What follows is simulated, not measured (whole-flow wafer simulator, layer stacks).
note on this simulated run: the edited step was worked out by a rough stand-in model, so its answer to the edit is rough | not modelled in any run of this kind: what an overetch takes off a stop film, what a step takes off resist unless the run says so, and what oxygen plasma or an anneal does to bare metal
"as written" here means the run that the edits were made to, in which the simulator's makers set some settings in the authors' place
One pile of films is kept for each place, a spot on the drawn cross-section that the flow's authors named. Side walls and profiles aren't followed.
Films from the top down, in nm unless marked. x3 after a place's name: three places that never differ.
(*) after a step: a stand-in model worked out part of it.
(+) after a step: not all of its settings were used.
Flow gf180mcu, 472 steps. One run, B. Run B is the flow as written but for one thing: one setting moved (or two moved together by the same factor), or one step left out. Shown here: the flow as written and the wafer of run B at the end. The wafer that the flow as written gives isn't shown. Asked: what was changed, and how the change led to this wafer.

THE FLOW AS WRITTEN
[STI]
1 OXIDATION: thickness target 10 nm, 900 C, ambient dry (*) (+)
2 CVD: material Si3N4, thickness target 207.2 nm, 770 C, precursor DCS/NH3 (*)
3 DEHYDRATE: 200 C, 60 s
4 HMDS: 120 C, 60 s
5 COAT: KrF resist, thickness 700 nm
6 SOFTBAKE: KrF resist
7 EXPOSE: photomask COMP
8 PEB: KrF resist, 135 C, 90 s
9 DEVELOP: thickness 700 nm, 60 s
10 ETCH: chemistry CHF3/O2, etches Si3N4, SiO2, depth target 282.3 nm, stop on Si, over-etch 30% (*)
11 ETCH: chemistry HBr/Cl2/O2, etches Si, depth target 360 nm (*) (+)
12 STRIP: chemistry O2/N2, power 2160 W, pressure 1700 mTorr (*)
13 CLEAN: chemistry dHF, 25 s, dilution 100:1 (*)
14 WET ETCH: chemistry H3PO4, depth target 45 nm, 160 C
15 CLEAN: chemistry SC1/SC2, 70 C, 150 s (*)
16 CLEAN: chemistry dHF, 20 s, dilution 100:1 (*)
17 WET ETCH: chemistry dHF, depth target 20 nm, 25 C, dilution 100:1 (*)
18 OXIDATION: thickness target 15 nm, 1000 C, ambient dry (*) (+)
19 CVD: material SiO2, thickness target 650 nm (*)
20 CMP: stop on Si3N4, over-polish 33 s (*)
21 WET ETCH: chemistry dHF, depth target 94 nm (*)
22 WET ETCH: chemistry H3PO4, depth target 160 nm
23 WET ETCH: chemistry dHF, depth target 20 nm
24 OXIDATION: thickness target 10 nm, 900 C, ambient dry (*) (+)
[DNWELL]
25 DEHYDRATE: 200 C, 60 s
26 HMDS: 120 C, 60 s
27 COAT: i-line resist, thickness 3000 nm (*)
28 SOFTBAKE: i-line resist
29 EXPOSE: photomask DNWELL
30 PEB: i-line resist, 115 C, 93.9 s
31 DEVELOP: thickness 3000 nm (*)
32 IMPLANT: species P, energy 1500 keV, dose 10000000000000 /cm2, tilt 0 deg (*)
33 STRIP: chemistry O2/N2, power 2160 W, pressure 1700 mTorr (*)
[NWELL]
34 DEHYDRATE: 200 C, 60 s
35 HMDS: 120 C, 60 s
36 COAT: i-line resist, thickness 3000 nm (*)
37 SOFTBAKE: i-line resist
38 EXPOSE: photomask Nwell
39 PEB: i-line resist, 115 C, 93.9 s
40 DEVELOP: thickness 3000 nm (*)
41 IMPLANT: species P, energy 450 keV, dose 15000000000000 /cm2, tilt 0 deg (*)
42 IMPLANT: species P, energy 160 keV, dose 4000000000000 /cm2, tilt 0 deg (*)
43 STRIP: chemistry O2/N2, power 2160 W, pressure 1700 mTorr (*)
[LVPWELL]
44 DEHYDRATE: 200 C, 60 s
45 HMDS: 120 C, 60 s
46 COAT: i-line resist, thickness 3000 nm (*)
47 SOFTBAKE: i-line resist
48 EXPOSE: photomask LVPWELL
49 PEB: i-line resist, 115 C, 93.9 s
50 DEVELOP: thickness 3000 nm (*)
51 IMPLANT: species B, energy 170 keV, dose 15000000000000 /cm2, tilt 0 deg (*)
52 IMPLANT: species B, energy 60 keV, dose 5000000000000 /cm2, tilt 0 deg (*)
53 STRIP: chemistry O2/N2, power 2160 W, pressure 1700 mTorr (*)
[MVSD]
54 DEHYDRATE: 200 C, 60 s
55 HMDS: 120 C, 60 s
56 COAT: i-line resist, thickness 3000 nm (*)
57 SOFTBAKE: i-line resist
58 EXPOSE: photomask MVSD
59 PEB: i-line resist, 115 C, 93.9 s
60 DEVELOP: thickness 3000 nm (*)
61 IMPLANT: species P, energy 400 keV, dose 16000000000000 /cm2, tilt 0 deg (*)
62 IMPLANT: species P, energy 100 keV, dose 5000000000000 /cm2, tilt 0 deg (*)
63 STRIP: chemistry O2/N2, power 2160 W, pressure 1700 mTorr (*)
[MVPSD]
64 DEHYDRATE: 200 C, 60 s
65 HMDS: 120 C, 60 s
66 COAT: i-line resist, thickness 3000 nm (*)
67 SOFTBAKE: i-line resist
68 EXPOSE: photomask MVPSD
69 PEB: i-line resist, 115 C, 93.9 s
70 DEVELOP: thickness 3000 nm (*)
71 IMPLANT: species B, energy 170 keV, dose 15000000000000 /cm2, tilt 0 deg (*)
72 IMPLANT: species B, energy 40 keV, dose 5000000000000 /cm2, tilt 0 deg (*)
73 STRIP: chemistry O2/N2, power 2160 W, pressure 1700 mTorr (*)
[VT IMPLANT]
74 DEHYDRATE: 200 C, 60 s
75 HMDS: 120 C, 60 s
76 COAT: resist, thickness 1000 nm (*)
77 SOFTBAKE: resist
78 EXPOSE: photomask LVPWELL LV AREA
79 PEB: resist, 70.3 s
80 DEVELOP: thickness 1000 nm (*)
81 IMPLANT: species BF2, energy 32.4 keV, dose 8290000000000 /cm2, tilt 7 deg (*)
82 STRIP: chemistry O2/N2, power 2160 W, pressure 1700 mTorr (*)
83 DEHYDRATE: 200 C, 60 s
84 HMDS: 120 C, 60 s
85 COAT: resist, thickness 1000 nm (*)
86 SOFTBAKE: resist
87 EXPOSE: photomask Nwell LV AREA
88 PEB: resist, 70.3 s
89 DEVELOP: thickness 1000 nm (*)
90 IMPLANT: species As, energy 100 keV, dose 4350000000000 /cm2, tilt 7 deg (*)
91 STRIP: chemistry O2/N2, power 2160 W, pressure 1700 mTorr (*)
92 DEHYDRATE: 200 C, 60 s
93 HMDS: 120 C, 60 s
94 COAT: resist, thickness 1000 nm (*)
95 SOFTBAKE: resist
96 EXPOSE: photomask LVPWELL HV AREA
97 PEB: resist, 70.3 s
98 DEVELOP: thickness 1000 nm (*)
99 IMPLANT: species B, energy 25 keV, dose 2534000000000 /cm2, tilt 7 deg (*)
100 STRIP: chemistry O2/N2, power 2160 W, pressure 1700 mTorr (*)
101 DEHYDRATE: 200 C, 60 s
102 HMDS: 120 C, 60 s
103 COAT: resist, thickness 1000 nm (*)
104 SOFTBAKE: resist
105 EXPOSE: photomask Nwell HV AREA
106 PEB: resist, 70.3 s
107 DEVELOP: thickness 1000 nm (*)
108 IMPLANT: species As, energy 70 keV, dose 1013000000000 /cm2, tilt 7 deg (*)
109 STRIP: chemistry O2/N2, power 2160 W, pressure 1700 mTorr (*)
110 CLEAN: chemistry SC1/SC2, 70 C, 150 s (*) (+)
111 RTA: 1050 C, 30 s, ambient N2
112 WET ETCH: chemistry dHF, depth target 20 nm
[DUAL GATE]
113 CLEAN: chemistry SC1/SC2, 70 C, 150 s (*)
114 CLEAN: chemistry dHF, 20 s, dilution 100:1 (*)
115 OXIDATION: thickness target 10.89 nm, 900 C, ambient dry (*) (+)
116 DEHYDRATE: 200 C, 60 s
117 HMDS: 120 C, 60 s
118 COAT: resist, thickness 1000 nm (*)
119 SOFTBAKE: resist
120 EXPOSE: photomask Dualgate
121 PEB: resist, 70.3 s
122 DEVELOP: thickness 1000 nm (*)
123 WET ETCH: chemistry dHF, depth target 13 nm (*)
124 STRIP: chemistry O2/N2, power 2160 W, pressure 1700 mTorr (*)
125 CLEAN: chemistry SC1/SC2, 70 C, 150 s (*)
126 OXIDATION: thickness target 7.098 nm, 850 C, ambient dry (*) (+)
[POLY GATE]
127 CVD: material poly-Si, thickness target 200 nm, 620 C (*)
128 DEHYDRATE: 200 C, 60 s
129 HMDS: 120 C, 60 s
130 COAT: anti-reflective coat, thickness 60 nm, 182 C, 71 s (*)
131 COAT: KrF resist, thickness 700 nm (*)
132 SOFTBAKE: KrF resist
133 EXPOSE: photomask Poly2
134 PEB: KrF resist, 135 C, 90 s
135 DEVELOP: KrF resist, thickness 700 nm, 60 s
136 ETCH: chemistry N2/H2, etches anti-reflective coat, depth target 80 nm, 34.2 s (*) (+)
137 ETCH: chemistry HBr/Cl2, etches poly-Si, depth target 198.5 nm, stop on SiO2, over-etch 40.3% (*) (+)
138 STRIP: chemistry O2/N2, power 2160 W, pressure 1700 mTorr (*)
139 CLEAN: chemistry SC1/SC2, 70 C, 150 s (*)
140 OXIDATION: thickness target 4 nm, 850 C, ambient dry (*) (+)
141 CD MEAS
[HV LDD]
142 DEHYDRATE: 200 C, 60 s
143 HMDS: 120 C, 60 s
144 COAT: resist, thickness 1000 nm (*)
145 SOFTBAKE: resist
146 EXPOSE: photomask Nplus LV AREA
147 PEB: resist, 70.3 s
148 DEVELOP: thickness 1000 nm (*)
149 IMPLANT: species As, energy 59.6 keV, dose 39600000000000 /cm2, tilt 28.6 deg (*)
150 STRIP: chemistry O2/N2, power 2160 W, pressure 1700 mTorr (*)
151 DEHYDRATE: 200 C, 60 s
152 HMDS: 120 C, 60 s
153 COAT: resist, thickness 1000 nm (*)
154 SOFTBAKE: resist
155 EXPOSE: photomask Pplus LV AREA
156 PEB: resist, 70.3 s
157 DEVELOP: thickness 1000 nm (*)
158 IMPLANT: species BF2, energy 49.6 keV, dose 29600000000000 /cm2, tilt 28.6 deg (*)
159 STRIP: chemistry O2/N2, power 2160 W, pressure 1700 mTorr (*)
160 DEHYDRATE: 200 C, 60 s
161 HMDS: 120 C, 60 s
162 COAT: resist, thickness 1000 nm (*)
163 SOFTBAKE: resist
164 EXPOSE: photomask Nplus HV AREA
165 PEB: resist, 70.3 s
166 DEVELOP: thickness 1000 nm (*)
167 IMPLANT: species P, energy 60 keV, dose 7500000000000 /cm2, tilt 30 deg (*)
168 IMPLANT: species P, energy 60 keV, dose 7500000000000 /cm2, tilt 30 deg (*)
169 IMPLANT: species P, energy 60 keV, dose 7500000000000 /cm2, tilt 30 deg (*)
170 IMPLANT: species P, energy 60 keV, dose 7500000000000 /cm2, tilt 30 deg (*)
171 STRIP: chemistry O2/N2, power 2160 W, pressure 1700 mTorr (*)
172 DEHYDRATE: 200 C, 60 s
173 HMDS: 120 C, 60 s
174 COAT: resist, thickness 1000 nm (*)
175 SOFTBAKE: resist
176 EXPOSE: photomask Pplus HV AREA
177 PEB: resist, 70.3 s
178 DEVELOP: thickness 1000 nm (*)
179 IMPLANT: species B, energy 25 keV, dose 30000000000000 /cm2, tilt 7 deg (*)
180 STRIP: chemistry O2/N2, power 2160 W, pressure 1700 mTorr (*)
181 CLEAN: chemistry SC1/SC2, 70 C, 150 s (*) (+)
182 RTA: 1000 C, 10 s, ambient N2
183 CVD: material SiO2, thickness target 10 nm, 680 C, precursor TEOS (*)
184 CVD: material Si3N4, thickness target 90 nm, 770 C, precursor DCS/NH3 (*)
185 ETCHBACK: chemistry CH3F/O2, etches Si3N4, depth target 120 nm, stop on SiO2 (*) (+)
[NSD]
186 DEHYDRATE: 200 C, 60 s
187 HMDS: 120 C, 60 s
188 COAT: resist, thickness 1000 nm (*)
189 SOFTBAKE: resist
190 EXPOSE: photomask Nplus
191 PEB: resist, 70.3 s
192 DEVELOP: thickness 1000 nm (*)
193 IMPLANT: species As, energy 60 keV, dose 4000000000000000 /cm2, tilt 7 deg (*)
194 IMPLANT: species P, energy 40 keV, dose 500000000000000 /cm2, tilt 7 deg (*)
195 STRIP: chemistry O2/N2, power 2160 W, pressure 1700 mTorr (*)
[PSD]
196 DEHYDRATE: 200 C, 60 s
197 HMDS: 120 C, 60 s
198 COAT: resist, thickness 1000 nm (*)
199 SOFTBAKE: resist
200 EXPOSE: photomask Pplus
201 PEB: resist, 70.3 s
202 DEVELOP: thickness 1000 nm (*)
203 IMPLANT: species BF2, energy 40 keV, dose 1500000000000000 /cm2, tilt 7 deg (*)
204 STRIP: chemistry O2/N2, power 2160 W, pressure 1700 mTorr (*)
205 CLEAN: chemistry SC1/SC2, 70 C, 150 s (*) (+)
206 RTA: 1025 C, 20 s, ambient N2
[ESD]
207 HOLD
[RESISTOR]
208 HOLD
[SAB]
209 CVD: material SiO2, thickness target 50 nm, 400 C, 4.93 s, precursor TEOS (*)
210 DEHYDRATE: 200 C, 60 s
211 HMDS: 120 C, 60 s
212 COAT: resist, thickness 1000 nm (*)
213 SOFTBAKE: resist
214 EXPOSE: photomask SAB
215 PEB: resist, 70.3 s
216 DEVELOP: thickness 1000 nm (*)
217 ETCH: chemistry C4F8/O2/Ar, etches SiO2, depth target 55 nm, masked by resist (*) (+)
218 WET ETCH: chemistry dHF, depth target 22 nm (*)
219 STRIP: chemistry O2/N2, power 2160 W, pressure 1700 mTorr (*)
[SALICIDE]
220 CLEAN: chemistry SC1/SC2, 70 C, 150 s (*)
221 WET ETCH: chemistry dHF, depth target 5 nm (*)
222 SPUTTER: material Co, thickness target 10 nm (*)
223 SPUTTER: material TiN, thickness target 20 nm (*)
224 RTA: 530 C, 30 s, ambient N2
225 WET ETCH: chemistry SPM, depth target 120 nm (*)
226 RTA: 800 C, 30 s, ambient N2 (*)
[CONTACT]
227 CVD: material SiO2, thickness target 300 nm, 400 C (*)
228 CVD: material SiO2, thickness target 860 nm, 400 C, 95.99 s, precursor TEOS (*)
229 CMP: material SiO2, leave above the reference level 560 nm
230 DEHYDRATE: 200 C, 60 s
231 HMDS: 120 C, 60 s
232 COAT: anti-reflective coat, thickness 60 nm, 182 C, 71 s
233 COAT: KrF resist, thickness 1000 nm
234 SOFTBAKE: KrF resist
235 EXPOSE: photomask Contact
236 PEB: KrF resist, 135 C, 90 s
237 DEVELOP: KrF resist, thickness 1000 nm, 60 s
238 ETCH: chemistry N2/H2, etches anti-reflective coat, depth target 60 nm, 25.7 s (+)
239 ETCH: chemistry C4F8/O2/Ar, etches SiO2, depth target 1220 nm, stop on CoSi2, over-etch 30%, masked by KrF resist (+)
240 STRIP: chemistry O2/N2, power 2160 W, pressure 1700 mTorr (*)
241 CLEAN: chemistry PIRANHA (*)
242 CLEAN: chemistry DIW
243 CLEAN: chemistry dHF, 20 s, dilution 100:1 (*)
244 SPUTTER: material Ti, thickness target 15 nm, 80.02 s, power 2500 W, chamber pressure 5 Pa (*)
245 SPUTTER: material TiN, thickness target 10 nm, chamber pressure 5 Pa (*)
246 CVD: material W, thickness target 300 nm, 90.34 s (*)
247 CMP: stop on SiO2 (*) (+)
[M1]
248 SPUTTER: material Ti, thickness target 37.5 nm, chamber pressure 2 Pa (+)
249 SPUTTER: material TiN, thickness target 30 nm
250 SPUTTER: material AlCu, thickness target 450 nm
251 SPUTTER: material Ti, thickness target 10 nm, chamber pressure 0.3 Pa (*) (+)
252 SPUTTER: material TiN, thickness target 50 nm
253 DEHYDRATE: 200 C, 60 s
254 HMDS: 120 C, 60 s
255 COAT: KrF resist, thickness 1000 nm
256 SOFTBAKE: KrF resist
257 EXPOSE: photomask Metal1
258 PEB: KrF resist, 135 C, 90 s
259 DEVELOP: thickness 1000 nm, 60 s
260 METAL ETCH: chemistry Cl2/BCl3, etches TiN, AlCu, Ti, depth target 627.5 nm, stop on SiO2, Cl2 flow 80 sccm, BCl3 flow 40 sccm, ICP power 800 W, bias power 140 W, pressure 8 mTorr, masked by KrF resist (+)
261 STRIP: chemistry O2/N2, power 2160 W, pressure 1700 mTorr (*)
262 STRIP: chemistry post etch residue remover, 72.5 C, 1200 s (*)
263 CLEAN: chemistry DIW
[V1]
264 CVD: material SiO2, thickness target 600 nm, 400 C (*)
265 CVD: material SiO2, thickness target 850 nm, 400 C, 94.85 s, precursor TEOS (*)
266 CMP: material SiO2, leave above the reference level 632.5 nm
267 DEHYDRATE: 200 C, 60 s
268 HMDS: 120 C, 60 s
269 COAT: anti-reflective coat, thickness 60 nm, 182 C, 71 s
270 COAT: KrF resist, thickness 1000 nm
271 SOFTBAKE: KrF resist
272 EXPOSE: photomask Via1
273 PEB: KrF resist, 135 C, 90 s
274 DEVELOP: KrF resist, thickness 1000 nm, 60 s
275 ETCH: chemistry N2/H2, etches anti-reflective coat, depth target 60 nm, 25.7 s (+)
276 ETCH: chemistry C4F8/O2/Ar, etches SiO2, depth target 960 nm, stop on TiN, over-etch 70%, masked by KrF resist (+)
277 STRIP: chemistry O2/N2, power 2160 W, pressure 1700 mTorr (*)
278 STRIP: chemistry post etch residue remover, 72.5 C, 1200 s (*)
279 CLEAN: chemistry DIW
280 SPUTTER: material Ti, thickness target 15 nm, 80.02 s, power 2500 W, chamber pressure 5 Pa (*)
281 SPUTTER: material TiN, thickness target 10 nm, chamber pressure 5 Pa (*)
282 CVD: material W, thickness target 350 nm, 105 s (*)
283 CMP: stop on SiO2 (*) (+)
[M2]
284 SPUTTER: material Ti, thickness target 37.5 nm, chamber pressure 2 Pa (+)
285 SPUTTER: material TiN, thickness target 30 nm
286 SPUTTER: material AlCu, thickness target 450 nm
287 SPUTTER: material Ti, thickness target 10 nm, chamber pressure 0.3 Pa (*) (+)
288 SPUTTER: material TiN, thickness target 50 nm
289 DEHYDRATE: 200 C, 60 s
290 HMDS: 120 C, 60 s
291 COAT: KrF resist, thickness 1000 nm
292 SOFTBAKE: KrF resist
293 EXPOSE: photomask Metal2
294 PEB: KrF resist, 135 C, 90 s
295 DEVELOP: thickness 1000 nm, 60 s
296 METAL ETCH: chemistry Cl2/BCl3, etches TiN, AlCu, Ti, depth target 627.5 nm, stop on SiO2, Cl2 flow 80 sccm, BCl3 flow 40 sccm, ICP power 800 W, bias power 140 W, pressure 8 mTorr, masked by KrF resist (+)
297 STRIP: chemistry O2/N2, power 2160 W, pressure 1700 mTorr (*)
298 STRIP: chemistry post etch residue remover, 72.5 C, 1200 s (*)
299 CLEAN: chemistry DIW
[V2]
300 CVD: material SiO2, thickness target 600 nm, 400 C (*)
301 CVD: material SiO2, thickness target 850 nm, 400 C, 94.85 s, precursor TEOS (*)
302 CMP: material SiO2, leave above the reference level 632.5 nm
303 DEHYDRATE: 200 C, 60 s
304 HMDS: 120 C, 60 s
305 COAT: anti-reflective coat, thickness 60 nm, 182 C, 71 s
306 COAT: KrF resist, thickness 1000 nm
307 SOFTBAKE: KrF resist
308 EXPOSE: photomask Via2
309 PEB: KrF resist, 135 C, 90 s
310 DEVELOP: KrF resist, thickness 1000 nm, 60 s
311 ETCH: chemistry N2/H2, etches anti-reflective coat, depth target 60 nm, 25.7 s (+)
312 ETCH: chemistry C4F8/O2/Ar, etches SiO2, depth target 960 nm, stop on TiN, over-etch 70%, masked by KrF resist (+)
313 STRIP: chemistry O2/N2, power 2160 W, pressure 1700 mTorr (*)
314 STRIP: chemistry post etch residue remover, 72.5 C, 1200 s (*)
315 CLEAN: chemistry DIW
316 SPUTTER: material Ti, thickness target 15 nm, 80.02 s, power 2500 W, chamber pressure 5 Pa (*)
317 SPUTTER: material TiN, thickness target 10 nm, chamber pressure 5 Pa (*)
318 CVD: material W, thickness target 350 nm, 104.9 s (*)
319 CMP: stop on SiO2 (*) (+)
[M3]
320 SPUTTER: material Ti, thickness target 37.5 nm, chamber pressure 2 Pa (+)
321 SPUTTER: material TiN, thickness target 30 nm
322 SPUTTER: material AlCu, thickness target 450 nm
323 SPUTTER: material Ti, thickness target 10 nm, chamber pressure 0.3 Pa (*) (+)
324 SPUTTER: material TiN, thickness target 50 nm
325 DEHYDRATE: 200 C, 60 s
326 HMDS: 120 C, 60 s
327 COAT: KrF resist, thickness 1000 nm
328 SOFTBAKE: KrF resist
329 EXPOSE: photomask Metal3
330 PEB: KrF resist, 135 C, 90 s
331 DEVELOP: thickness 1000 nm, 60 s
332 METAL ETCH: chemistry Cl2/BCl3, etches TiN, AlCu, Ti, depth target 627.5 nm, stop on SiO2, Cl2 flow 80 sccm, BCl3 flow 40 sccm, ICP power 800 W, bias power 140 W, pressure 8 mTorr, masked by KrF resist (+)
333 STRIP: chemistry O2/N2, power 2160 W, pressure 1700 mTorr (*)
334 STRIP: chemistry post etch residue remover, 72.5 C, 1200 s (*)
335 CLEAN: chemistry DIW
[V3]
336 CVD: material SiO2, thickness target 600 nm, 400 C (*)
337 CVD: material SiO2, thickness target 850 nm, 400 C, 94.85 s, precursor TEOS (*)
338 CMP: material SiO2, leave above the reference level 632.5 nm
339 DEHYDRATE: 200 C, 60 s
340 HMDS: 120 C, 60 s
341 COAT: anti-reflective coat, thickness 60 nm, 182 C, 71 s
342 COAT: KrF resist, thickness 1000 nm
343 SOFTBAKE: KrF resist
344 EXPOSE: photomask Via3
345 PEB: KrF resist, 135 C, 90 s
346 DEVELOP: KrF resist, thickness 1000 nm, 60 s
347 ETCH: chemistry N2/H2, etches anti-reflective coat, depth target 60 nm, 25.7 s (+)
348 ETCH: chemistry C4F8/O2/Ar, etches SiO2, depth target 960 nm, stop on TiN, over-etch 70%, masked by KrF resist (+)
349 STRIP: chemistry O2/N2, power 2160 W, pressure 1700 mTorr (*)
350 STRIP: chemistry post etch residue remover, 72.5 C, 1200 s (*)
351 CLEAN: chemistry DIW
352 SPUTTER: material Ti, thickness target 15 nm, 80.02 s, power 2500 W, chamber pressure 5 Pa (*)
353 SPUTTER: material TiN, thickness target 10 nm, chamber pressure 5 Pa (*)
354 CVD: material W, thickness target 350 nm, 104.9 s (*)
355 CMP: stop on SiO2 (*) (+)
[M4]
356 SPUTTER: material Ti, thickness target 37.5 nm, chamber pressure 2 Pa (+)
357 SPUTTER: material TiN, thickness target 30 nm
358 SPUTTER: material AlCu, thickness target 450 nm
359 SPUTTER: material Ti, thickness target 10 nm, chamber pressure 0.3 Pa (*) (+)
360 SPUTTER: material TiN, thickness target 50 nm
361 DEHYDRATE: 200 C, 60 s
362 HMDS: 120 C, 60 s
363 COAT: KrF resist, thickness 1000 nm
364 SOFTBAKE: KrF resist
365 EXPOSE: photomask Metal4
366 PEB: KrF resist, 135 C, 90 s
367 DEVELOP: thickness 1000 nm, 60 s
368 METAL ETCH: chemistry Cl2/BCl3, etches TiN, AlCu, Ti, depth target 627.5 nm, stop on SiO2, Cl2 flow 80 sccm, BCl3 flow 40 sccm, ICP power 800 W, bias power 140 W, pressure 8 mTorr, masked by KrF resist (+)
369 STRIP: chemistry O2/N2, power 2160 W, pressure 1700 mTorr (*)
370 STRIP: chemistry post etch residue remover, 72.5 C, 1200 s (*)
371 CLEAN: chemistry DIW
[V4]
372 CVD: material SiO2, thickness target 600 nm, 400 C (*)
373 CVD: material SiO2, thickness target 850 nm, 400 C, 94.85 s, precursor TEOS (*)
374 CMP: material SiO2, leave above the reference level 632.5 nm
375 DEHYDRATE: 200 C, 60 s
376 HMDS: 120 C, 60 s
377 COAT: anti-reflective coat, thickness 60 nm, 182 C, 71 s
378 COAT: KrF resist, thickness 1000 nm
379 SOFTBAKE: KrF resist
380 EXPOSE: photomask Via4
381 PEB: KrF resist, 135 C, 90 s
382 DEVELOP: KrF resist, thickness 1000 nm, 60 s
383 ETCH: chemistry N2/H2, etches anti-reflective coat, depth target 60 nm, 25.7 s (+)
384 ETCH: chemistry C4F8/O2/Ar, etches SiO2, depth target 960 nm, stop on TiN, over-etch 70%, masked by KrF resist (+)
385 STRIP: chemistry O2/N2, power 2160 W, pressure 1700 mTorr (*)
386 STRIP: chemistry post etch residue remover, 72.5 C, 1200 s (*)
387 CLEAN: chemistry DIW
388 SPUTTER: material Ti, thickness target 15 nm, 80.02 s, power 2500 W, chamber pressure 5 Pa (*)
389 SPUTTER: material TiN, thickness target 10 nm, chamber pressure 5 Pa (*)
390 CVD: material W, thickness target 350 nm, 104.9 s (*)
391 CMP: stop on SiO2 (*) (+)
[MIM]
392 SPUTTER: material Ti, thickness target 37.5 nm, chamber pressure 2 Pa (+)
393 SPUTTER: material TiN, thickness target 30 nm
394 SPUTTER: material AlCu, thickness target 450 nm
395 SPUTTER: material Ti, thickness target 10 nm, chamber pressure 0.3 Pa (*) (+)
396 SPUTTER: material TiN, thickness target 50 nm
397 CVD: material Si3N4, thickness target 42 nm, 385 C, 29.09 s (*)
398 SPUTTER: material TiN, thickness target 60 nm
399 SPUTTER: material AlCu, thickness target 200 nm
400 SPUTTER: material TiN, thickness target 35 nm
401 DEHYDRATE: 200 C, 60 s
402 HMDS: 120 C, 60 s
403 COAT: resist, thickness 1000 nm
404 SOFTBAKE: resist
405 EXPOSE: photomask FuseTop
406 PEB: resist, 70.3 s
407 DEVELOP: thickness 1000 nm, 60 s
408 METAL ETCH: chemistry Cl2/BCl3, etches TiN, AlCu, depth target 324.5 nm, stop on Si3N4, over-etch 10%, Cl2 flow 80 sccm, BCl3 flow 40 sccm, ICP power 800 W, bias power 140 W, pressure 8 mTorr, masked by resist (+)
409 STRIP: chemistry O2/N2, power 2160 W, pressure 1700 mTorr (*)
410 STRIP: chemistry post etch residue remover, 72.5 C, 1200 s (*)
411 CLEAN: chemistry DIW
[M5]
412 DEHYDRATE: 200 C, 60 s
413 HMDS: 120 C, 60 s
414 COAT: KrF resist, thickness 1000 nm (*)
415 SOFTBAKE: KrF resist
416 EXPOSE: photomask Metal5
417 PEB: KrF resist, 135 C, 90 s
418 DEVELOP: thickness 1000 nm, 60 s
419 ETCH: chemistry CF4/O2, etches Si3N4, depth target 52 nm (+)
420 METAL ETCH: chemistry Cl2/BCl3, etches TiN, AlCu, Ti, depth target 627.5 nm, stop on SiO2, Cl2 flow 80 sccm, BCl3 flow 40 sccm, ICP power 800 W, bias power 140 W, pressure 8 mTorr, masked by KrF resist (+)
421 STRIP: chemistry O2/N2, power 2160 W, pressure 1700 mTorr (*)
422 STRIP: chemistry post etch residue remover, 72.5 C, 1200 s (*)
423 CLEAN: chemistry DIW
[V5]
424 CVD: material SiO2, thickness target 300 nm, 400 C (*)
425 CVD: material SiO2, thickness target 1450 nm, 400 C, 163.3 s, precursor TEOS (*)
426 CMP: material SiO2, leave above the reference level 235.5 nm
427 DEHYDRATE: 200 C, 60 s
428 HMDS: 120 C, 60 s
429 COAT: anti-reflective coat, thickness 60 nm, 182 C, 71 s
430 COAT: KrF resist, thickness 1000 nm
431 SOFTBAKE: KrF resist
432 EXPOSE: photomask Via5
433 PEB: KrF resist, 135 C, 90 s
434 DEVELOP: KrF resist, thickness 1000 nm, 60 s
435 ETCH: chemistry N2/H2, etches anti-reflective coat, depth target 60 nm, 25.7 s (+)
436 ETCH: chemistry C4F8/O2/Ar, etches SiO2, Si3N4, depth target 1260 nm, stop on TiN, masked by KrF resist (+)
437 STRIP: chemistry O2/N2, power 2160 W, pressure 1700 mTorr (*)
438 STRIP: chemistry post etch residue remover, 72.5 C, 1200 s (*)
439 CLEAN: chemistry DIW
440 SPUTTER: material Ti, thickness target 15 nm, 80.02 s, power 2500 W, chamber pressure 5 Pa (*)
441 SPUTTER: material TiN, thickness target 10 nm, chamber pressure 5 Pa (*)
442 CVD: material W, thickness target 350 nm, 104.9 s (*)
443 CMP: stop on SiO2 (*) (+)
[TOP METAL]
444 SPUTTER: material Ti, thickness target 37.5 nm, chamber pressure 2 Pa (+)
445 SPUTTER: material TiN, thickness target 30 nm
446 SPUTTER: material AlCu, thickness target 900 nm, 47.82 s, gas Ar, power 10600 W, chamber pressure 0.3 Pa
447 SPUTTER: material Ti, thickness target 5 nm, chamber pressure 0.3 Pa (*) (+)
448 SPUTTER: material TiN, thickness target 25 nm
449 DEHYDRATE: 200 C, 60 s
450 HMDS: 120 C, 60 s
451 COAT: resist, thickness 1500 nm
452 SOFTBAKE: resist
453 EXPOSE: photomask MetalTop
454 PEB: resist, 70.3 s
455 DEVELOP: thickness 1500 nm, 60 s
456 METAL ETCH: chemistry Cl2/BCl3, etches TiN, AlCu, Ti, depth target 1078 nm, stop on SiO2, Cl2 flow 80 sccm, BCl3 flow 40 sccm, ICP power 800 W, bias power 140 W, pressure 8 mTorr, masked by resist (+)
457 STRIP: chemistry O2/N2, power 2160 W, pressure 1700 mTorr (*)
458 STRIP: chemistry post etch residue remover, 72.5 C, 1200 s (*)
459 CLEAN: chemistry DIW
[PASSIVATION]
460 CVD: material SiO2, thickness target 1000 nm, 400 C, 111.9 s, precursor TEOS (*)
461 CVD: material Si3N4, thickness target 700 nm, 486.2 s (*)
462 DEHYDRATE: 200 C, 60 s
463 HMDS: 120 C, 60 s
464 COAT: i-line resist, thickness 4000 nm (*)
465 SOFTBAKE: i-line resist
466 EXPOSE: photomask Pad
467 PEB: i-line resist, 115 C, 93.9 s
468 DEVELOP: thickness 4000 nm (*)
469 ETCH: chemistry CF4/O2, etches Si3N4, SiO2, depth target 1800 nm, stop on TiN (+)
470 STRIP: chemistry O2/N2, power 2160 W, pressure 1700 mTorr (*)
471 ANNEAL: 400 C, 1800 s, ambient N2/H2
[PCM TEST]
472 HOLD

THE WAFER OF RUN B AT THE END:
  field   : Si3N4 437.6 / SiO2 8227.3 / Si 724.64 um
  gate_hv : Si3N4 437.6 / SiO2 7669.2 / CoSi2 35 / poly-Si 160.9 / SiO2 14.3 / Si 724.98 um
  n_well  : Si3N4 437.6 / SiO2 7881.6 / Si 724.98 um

The cause: step 461, CVD: thickness target 438 nm was run, where the flow has thickness target 700 nm; step 461, CVD: 303.9 s was run, where the flow has 486.2 s.

How the change led to this, step by step:
  461 CVD: material Si3N4, thickness target 700 nm, 486.2 s (*)
      field, field__w1, field__w2 and 109 more: Si3N4 +437.6 (new film) (as written it would be: Si3N4 +700 (new film))
  465 SOFTBAKE: i-line resist
      field__w11, field__w13: i-line resist +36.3 (as written it would be: i-line resist +37.6)
      mim, ppoly_u: i-line resist +36.2 (as written it would be: i-line resist +37.5)
      (and at 51 more places)
  469 ETCH: chemistry CF4/O2, etches Si3N4, SiO2, depth target 1800 nm, stop on TiN (+)
      pad: Si3N4 -437.6 (all of it), SiO2 -1000 (all of it) (as written it would be: Si3N4 -700 (all of it), SiO2 -1000 (all of it))
